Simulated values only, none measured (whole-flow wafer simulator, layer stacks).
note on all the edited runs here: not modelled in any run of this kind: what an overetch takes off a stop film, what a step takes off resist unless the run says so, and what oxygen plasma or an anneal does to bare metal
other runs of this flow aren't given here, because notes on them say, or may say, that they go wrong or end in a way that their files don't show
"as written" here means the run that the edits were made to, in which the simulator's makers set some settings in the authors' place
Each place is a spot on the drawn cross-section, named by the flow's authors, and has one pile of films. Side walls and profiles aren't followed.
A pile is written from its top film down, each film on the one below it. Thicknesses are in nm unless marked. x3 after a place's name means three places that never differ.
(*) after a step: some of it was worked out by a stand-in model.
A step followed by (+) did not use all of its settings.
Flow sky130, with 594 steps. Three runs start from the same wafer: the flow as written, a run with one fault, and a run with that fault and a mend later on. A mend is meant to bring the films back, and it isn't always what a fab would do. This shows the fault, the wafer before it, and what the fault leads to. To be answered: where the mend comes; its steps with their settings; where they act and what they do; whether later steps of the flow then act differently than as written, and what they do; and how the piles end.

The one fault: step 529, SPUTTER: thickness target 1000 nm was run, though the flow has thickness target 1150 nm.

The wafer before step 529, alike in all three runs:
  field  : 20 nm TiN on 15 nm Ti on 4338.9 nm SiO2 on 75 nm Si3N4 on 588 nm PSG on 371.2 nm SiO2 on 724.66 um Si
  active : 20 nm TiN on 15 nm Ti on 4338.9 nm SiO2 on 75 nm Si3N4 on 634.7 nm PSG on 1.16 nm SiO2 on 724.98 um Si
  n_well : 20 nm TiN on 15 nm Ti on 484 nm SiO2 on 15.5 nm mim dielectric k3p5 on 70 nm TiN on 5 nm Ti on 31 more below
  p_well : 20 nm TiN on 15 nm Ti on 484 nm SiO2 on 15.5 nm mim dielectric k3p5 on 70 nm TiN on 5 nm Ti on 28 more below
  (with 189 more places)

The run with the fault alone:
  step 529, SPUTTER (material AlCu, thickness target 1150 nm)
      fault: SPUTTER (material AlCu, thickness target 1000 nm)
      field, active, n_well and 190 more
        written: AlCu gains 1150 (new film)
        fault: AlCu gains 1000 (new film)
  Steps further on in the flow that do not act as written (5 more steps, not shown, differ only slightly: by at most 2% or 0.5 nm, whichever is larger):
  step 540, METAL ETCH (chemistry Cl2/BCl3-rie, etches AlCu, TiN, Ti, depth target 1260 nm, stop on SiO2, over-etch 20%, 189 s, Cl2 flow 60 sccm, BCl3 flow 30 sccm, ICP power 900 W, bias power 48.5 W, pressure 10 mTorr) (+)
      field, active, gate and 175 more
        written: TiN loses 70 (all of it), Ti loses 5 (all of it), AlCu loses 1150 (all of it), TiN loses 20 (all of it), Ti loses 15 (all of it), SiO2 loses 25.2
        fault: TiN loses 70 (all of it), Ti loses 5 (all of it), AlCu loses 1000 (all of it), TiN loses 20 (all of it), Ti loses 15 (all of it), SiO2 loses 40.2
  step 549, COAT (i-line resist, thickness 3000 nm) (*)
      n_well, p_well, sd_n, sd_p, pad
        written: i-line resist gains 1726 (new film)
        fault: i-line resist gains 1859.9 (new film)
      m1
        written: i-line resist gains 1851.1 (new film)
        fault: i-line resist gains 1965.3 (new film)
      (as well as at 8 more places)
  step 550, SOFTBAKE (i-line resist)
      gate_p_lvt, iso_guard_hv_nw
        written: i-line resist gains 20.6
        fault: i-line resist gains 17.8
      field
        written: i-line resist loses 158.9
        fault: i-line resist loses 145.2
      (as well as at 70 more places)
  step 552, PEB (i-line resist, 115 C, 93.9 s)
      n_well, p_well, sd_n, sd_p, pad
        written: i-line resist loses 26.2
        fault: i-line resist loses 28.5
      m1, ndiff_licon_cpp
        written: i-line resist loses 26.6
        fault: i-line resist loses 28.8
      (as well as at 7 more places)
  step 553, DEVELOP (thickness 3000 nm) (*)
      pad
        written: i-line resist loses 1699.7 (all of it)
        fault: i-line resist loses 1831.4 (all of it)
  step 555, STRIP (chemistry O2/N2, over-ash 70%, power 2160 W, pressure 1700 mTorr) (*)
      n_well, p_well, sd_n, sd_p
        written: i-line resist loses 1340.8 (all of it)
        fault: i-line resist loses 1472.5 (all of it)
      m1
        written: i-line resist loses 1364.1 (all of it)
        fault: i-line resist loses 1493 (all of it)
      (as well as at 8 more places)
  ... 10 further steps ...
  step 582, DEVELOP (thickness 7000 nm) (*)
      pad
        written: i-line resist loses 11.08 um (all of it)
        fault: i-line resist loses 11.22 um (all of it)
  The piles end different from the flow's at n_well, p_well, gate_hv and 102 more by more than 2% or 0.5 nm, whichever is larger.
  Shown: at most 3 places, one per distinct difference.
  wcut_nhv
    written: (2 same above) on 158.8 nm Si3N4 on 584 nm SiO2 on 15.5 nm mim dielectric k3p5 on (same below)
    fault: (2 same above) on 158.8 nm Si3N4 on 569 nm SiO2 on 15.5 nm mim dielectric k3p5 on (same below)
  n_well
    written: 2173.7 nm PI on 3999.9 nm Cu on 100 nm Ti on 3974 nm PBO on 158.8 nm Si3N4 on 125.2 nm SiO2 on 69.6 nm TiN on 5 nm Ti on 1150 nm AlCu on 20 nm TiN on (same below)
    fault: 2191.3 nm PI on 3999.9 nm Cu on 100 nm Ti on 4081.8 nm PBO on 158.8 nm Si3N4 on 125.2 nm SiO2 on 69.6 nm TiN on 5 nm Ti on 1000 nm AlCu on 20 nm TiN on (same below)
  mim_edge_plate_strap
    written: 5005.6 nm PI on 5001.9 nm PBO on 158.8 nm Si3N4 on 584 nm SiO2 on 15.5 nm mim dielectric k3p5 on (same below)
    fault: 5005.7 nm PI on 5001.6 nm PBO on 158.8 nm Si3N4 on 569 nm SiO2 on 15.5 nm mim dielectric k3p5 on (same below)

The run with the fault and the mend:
  The mend stands after step 529.
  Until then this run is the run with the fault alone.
  step 529a, SPUTTER (material AlCu, thickness target 150 nm) (the flow's step 529, run once more with other settings)
      field, active, n_well and 190 more
        AlCu gains 150
  Every later step of the flow that is run acts as written at every place that is followed.
  At every place that both follow, the piles at the end match the flow's.
